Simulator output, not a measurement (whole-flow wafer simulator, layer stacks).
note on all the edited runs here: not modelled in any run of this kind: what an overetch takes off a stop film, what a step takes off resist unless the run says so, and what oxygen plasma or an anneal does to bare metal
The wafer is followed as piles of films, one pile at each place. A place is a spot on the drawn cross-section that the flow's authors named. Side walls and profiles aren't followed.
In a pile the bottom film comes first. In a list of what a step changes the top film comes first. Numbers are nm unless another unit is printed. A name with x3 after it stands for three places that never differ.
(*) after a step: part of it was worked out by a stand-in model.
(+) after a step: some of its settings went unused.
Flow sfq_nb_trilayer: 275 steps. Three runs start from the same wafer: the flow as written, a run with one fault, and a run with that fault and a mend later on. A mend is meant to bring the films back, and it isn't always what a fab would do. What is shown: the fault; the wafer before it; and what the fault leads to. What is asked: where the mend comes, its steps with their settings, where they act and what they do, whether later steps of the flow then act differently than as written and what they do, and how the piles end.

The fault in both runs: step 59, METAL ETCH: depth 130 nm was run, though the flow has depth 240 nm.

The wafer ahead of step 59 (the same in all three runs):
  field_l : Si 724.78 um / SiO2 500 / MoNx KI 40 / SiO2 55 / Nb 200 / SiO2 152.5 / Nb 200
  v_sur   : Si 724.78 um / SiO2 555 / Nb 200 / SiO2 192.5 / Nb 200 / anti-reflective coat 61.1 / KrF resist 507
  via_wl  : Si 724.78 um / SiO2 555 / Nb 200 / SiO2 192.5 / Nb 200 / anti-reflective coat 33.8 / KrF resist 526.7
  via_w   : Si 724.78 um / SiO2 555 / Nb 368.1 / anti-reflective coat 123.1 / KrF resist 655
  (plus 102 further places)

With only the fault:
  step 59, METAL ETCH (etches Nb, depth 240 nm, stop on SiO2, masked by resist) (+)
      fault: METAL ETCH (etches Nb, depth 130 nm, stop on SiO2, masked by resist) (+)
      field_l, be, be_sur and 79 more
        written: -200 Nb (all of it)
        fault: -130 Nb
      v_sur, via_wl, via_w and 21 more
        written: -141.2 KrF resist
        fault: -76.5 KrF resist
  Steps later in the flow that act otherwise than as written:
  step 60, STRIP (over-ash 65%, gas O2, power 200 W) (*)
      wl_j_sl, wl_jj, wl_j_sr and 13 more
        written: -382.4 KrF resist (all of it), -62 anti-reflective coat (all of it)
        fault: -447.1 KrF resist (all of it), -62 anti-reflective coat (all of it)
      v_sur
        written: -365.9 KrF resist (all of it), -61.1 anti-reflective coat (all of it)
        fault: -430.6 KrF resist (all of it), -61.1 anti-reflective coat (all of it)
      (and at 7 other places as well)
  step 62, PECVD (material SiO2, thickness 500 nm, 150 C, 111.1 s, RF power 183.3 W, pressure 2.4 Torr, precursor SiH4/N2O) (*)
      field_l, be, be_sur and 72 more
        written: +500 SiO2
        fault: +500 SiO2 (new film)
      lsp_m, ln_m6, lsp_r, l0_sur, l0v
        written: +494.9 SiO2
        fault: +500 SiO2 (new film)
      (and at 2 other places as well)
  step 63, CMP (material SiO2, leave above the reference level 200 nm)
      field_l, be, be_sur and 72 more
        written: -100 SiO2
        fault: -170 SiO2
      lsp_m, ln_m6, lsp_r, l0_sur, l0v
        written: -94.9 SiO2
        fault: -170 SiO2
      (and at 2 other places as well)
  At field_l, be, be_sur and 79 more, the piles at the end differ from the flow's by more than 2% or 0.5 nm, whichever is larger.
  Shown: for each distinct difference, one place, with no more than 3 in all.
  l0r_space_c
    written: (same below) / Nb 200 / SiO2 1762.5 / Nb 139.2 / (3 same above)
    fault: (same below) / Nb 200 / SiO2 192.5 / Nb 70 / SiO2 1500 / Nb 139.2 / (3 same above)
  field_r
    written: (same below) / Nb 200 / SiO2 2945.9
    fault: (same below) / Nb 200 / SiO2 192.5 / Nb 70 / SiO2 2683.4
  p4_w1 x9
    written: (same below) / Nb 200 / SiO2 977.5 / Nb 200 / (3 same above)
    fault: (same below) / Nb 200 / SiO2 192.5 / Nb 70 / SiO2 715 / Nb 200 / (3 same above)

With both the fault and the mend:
  After step 59 comes the mend.
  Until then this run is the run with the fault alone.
  step 59a, METAL ETCH (etches Nb, depth 110 nm, stop on SiO2, masked by resist) (+) (a further turn of the flow's step 59, with different settings)
      field_l, be, be_sur and 79 more
        -70 Nb (all of it)
      v_sur, via_wl, via_w and 21 more
        -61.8 KrF resist
  Later steps of the flow that are run all act as written at every place that is followed, up to a difference of at most 2% or 0.5 nm, whichever is larger.
  At every place that both follow, the piles at the end match the flow's.
